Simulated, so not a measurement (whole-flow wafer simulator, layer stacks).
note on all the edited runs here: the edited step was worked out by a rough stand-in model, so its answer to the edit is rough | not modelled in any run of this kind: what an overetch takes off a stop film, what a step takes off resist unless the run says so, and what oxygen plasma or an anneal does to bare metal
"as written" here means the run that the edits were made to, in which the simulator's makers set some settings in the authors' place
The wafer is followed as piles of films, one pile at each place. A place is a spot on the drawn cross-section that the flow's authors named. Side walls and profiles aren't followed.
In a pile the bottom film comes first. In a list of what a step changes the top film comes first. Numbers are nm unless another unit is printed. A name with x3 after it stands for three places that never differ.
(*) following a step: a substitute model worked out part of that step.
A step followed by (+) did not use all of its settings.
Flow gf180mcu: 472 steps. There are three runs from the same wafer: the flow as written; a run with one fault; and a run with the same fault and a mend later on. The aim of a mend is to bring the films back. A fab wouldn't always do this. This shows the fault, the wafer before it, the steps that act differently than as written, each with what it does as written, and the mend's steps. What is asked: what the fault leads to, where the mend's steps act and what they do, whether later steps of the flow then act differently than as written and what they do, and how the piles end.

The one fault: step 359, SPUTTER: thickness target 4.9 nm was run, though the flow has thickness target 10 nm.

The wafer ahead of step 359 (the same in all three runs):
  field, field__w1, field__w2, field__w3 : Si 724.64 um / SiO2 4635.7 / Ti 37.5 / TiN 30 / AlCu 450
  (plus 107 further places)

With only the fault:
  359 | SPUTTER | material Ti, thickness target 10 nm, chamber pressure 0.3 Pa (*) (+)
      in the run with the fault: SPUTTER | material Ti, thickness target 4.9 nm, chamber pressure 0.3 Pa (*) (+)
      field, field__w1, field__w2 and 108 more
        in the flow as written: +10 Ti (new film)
        in the run with the fault: +4.9 Ti (new film)
  Steps later in the flow that act otherwise than as written (not shown: 5 more steps that differ only slightly, by at most 2% or 0.5 nm, whichever is larger):
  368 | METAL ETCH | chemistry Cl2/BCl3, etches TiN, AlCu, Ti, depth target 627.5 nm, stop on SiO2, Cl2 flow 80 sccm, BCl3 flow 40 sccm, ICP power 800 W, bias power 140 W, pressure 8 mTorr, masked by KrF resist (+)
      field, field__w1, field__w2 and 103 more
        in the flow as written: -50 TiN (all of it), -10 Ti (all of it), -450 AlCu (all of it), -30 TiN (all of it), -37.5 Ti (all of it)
        in the run with the fault: -50 TiN (all of it), -4.9 Ti (all of it), -450 AlCu (all of it), -30 TiN (all of it), -37.5 Ti (all of it)
  At field__w8, contact, m1, m1__w1, m1_nw, the piles at the end differ from the flow's by more than 2% or 0.5 nm, whichever is larger.
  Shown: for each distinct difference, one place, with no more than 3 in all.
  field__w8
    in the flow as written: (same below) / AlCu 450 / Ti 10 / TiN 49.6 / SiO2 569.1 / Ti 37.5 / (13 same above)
    in the run with the fault: (same below) / AlCu 450 / Ti 4.9 / TiN 49.6 / SiO2 574.2 / Ti 37.5 / (13 same above)
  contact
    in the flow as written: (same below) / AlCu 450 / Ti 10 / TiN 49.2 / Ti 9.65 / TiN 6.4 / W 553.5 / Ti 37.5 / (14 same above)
    in the run with the fault: (same below) / AlCu 450 / Ti 4.9 / TiN 49.2 / Ti 9.62 / TiN 6.38 / W 558.6 / Ti 37.5 / (14 same above)

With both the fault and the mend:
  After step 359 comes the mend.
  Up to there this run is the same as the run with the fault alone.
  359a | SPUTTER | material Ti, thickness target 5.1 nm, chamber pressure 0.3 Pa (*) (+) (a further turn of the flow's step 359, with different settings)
      field, field__w1, field__w2 and 108 more
        +5.1 Ti
  None of the later steps of the flow acts differently than as written at any place that is followed.
  The piles end the same as the flow's at every place that both follow.
